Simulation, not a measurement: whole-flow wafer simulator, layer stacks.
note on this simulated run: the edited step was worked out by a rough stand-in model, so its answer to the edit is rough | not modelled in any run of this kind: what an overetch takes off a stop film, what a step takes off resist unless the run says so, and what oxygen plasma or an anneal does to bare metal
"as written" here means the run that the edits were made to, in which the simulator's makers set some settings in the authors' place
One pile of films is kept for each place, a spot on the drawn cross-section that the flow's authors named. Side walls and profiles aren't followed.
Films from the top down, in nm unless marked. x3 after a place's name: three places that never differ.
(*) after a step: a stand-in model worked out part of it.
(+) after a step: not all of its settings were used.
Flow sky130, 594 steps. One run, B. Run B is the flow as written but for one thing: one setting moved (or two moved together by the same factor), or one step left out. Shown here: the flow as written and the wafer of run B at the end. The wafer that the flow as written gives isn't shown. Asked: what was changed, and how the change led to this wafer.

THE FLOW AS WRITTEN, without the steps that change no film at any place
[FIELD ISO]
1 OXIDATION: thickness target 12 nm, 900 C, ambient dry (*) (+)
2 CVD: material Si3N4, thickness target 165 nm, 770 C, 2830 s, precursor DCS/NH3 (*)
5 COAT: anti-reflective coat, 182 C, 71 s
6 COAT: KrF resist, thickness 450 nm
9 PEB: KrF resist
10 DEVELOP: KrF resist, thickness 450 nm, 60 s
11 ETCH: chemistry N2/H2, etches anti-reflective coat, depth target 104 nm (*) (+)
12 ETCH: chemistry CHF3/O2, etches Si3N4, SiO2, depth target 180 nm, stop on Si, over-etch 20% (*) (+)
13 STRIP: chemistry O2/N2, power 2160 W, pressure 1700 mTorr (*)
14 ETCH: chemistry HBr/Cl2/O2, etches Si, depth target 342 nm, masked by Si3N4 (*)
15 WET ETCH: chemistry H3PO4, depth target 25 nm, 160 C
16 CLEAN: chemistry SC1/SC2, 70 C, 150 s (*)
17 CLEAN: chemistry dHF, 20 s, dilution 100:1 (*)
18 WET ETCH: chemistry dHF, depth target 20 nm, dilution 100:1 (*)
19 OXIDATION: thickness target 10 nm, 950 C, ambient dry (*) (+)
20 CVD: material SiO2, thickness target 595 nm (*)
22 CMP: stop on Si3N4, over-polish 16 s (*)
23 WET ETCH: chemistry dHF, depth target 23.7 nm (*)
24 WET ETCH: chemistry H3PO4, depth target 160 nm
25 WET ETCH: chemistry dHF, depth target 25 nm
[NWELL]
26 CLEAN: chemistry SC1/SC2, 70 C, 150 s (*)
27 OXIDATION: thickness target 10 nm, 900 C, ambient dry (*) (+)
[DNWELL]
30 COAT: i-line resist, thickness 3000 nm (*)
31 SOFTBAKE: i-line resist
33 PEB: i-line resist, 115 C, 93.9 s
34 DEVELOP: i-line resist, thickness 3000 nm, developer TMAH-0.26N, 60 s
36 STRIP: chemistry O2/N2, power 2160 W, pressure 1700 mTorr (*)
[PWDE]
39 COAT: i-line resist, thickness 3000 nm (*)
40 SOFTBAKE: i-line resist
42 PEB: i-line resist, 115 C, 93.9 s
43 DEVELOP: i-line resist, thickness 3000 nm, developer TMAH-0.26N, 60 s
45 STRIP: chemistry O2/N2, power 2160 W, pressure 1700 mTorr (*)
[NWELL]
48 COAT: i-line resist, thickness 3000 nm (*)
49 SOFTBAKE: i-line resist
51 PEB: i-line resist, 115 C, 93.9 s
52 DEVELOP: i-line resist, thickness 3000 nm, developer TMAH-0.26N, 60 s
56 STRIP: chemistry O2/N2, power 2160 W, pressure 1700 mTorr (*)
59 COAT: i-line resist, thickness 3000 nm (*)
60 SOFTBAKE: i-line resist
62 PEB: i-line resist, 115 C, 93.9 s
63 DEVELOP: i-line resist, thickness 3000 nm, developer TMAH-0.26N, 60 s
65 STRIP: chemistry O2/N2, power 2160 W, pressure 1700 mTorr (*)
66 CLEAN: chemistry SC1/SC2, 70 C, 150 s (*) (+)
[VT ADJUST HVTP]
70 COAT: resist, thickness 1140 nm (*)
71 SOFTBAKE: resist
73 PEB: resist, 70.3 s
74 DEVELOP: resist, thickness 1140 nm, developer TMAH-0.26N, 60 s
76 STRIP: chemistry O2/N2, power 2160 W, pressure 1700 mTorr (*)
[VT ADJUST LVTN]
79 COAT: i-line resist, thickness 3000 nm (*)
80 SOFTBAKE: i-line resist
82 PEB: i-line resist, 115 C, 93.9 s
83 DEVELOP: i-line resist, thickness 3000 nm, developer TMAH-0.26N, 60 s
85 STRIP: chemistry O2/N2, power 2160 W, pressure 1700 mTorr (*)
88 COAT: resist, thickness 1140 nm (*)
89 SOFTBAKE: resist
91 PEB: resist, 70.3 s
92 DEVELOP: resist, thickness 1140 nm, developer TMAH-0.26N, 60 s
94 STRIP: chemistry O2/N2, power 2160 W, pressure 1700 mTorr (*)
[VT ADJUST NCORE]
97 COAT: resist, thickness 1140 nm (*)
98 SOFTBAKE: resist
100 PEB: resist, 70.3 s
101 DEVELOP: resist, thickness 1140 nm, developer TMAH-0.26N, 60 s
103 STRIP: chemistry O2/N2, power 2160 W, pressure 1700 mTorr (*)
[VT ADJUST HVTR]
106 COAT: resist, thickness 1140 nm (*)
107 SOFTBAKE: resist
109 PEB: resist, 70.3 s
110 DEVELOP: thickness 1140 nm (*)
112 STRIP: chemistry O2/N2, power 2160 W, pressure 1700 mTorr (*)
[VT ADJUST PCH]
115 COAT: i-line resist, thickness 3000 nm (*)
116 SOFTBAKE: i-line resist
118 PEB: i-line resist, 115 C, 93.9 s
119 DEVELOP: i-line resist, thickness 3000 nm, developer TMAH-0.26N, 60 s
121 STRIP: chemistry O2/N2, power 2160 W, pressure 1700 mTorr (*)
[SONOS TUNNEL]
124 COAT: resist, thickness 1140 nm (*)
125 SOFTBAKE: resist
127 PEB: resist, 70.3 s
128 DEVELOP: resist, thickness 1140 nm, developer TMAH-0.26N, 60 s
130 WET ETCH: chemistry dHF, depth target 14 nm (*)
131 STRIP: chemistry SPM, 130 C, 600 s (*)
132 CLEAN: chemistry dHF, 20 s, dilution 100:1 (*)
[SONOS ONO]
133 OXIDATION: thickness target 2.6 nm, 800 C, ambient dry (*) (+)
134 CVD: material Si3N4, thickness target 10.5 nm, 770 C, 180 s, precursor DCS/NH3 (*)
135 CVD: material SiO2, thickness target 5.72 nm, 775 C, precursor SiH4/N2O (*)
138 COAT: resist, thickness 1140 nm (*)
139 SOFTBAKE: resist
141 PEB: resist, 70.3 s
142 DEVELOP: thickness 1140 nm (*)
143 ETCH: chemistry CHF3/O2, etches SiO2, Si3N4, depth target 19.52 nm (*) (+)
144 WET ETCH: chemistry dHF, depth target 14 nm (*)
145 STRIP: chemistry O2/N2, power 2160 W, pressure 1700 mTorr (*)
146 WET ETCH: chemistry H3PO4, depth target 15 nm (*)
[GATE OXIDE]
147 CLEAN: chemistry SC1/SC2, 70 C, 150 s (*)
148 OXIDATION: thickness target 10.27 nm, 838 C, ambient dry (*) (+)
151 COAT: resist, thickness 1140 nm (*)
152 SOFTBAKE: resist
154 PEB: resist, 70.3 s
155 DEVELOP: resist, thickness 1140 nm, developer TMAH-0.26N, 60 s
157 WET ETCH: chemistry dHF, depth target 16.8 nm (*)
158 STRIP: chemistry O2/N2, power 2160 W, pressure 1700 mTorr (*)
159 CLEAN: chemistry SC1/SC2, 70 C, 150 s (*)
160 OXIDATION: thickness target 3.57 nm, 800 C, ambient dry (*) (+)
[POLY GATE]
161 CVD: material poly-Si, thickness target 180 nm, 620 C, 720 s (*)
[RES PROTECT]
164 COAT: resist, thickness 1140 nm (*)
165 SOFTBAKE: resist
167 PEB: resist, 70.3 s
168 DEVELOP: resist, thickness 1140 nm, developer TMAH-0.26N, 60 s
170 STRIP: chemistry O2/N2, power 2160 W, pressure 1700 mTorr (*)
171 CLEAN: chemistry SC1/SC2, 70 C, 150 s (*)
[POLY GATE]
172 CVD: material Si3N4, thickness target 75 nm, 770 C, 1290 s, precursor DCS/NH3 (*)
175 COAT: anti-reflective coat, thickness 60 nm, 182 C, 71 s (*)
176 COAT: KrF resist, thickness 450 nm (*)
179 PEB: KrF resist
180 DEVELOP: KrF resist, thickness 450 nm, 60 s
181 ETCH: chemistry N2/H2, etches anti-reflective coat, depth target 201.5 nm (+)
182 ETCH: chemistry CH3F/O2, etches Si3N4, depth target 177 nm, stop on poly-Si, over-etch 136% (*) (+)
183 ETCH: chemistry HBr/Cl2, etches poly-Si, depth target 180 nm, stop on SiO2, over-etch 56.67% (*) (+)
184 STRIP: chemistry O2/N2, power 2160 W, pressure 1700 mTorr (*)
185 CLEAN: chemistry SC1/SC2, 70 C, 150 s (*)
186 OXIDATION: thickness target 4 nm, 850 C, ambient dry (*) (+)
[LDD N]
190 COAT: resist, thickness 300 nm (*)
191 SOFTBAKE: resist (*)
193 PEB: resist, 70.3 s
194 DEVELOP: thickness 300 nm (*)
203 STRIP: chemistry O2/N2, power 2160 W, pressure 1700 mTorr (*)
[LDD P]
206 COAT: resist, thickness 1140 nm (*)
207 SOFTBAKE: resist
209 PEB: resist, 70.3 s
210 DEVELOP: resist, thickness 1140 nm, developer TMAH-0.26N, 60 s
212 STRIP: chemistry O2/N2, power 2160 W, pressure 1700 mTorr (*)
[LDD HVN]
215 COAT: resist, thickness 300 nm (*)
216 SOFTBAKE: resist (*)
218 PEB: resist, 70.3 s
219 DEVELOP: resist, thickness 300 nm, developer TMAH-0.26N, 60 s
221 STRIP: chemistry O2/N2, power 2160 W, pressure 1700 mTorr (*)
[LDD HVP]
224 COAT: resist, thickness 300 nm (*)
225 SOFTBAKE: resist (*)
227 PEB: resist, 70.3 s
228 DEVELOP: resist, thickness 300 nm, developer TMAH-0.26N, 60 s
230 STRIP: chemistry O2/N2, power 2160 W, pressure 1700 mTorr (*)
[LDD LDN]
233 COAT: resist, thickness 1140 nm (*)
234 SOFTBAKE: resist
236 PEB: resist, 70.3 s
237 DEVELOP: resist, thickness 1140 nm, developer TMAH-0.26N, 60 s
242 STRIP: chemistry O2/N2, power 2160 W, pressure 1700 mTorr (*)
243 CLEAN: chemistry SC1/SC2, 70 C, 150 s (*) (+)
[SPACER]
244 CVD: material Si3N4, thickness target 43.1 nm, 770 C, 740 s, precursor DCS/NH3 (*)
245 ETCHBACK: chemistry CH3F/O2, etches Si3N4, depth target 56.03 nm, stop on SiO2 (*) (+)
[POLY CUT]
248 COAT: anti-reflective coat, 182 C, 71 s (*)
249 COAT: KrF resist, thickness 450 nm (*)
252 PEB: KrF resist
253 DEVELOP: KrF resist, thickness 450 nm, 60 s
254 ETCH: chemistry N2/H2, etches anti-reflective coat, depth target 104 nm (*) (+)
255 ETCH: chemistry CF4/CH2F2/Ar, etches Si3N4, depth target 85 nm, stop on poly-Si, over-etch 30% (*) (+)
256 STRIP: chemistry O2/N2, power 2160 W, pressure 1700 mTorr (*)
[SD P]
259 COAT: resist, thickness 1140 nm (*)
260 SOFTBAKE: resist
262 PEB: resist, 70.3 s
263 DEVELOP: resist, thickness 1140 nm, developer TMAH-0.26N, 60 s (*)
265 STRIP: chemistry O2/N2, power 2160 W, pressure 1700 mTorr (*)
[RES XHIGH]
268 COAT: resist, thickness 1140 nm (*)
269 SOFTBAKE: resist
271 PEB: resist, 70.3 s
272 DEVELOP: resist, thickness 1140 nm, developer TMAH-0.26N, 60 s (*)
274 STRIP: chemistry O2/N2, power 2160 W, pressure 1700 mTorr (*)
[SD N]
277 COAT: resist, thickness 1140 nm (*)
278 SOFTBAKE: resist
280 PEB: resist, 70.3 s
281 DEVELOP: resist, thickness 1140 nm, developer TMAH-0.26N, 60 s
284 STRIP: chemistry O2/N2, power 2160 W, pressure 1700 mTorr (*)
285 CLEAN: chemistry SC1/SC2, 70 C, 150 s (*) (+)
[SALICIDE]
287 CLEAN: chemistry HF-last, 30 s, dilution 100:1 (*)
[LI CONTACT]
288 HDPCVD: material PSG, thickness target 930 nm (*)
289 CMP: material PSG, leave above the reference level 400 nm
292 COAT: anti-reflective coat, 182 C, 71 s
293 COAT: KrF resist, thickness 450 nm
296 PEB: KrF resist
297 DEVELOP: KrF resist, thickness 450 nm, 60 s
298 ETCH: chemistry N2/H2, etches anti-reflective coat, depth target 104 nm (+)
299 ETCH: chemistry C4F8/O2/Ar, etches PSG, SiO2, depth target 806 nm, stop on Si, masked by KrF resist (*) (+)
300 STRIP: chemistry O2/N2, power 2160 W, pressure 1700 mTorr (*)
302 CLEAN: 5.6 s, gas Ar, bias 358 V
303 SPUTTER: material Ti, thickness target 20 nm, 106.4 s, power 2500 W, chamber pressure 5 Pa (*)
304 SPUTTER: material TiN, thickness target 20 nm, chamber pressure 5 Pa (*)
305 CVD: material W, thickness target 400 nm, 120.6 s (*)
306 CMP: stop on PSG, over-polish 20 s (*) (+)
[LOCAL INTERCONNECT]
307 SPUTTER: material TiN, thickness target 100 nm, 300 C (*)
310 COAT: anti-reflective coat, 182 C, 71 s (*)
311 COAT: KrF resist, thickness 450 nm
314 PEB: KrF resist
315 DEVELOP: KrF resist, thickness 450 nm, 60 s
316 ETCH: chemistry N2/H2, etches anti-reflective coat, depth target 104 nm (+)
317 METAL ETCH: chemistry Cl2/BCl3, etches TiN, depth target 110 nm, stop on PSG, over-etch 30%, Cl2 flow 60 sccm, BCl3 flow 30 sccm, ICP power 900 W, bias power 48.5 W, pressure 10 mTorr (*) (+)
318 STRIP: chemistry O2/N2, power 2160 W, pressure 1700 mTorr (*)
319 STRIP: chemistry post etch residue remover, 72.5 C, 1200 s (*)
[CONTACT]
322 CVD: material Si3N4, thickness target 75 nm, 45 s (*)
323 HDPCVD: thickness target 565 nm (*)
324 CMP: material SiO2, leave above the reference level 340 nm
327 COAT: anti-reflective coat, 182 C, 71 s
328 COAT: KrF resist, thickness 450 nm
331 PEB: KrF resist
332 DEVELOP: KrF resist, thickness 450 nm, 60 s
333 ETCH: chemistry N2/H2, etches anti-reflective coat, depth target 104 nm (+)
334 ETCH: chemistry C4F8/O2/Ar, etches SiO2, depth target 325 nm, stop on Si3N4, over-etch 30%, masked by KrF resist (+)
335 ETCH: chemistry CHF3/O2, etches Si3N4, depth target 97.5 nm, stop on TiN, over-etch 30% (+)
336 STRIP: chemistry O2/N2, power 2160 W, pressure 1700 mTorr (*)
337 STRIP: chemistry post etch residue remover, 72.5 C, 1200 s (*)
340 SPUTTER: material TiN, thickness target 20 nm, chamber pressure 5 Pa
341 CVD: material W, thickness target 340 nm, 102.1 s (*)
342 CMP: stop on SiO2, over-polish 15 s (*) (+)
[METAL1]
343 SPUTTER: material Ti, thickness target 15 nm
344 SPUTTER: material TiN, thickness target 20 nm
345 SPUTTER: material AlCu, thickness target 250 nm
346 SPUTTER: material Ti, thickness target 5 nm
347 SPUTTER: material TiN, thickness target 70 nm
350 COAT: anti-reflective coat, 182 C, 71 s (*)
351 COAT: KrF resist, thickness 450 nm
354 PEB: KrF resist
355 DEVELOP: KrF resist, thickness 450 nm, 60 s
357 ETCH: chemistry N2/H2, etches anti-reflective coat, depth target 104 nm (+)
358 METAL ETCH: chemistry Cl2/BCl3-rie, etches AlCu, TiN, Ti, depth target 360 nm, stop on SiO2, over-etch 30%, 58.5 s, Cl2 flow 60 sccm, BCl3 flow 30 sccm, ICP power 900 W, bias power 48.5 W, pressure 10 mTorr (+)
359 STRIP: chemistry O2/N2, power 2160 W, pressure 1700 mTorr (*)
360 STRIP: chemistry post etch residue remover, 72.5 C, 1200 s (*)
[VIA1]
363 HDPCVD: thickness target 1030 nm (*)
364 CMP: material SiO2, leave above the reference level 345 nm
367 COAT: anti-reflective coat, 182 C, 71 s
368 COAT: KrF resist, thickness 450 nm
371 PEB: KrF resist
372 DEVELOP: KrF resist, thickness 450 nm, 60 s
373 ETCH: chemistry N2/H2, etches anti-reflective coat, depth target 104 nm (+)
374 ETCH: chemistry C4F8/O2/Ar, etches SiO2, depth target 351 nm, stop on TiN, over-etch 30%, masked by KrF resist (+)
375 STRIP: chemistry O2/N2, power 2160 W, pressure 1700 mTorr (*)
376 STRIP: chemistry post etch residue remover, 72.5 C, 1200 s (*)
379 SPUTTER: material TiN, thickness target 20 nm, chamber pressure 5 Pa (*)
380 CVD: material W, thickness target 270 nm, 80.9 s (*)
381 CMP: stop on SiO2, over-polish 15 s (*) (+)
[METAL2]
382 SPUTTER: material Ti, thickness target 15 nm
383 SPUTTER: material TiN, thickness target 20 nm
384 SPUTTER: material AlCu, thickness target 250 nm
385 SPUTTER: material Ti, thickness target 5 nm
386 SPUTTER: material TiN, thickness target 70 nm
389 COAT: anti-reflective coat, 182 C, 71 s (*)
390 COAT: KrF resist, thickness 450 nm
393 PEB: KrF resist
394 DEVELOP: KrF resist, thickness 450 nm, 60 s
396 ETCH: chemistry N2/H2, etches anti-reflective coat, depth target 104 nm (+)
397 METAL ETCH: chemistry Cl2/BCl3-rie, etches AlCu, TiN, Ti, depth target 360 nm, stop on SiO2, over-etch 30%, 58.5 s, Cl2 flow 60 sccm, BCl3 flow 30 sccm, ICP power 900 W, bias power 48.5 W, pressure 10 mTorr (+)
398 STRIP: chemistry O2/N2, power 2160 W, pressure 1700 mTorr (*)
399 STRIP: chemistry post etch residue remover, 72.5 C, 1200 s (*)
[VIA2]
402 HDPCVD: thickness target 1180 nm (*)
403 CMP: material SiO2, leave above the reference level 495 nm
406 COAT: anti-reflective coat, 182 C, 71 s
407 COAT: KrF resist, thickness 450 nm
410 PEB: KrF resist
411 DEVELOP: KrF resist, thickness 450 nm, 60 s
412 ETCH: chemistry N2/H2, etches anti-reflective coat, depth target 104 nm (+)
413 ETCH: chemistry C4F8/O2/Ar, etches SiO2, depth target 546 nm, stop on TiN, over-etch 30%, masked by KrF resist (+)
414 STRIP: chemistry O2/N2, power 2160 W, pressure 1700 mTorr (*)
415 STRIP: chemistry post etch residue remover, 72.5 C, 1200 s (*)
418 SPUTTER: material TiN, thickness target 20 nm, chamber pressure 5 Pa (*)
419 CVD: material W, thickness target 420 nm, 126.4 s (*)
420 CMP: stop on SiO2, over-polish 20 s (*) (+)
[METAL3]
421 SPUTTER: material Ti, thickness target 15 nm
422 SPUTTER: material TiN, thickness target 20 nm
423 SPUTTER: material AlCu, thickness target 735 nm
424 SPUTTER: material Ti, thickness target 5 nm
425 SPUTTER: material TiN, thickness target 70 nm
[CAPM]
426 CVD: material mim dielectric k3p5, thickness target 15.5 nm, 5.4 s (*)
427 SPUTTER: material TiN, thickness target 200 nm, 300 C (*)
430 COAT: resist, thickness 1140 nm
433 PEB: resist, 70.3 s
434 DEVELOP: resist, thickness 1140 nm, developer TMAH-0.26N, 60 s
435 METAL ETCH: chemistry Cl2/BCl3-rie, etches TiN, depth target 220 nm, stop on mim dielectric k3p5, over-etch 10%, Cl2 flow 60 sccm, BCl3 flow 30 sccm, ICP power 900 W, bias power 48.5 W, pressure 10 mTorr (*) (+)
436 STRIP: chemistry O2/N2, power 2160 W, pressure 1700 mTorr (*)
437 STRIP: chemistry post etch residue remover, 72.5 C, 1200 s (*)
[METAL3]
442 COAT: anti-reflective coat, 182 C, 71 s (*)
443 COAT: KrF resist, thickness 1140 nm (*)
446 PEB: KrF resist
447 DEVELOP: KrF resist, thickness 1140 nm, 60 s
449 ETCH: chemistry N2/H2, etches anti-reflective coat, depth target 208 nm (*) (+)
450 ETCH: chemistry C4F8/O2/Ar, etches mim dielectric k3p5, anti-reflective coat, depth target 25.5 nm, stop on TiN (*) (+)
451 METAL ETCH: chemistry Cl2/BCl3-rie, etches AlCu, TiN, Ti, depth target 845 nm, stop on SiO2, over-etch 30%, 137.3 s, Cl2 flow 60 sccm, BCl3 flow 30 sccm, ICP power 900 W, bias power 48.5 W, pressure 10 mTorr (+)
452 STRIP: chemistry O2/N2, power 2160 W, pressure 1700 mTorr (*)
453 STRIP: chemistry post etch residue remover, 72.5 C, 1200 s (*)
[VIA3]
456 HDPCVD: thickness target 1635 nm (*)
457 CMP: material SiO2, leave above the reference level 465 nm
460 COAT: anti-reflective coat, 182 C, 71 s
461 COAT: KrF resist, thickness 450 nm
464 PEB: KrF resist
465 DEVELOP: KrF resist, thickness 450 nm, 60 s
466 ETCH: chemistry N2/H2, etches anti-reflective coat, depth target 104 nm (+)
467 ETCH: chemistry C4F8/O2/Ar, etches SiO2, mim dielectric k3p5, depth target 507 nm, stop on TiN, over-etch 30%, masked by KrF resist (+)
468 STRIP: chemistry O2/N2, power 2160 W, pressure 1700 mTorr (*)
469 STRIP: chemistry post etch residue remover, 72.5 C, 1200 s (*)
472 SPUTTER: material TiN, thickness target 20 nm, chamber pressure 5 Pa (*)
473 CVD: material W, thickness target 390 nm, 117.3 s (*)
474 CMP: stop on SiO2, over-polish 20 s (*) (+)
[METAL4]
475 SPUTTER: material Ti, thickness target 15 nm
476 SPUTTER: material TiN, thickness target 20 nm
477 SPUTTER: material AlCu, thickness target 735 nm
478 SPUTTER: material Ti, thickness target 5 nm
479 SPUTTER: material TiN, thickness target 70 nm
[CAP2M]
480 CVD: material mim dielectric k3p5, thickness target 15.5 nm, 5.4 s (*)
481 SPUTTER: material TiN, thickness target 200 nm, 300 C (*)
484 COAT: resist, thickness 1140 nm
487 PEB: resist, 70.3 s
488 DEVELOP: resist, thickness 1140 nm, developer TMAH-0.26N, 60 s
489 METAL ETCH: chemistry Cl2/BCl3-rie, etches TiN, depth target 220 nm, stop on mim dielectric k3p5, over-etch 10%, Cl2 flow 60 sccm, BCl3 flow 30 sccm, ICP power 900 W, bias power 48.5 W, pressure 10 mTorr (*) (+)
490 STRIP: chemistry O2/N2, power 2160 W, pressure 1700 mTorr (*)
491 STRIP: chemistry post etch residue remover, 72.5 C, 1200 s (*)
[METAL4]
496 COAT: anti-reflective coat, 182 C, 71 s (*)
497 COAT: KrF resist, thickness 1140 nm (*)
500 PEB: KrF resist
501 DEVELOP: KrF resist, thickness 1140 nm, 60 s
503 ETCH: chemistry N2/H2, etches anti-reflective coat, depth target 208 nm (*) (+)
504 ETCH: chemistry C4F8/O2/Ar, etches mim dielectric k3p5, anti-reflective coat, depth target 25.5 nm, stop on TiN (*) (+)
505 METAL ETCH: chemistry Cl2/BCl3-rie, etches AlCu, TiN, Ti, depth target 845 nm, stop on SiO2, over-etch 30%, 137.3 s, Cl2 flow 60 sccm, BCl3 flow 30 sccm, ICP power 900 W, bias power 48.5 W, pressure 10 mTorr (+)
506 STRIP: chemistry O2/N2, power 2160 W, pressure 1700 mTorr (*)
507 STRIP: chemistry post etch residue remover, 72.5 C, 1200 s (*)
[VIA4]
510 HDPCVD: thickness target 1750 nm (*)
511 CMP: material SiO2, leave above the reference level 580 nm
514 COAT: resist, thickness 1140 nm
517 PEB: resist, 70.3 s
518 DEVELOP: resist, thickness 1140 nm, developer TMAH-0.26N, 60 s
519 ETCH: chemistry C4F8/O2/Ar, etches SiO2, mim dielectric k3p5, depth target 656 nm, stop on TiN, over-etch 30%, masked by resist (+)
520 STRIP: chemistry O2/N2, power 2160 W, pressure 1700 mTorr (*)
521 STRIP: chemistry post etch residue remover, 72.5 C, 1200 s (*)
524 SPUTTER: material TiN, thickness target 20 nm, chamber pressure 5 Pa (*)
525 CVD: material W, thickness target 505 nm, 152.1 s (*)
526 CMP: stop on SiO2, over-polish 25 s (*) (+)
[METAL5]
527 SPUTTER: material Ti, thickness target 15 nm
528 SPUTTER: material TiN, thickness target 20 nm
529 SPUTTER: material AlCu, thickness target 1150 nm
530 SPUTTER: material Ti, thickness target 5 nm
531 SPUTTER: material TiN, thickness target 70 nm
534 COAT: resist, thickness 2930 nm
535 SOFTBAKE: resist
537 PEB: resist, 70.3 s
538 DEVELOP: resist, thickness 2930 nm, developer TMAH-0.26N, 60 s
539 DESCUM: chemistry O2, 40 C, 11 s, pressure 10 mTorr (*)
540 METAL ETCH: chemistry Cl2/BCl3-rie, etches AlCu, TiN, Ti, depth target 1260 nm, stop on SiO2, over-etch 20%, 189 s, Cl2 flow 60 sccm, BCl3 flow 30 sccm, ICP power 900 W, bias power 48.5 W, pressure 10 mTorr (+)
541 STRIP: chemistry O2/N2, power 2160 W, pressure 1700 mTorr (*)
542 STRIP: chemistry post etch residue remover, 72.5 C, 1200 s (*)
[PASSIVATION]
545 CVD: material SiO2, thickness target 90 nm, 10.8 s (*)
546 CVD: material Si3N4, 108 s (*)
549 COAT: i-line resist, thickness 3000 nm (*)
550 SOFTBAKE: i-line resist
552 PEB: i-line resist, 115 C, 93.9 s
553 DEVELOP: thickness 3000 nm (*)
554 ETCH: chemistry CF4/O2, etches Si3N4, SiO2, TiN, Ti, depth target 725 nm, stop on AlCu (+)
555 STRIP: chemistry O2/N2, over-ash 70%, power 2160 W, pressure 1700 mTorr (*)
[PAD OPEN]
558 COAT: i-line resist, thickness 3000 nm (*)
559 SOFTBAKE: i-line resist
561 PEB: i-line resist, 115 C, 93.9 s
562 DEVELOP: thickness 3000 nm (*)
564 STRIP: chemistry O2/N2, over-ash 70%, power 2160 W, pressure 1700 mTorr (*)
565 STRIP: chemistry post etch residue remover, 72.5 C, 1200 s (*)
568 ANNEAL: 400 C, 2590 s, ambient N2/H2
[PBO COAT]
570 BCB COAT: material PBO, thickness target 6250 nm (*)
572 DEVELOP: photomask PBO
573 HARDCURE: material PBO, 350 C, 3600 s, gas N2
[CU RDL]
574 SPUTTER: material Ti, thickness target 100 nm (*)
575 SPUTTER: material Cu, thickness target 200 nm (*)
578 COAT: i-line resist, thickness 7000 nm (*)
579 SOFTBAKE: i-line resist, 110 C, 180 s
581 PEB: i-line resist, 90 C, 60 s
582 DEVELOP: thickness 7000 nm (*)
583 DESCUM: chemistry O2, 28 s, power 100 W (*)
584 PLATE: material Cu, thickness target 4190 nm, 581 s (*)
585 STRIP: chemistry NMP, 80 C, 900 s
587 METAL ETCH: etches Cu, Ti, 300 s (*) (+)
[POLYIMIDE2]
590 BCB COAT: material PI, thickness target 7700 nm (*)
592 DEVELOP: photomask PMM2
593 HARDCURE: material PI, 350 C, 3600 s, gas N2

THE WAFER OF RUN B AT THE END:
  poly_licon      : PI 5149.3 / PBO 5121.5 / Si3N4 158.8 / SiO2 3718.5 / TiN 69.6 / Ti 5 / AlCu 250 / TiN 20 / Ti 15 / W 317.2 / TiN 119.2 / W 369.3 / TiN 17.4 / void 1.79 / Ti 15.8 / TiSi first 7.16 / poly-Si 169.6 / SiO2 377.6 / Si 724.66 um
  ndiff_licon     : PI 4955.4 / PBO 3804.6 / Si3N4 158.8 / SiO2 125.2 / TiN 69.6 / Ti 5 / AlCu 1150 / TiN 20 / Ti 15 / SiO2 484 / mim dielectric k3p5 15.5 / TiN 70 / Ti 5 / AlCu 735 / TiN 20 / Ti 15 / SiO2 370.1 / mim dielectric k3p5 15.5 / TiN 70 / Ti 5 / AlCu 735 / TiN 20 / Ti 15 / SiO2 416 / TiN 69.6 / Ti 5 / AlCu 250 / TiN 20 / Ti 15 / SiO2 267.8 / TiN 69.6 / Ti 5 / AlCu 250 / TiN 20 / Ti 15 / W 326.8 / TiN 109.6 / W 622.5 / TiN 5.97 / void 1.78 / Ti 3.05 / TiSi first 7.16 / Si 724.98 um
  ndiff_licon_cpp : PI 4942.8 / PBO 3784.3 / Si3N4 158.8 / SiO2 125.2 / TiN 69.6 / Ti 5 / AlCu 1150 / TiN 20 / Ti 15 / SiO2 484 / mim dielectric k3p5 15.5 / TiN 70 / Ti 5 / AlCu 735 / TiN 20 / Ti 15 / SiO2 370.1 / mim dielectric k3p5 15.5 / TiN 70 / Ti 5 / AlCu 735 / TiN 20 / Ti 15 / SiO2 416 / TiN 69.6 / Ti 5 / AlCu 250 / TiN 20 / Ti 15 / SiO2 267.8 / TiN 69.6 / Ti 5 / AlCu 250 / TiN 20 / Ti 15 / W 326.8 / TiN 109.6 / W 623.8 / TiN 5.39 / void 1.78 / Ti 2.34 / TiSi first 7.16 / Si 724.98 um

The cause: step 304, SPUTTER: thickness target 17.4 nm was run, where the flow has thickness target 20 nm.
It can be read off the wafer: poly_licon has TiN 17.4, and step 304 as written asks for 20 nm.

How the change led to this, step by step:
  304 SPUTTER: material TiN, thickness target 20 nm, chamber pressure 5 Pa (*)
      field, active, n_well and 185 more: TiN +17.4 (new film) (as written it would be: TiN +20 (new film))
      ndiff_licon: TiN +5.97 (new film) (as written it would be: TiN +6.83 (new film))
      (and at 2 more places)
  306 CMP: stop on PSG, over-polish 20 s (*) (+)
      field, active, n_well and 184 more: W -400 (all of it), TiN -17.4 (all of it), Ti -20 (all of it), PSG -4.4 (as written it would be: W -400 (all of it), TiN -20 (all of it), Ti -20 (all of it), PSG -4.4)
      poly_licon: W -30.7 (as written it would be: W -33.3)
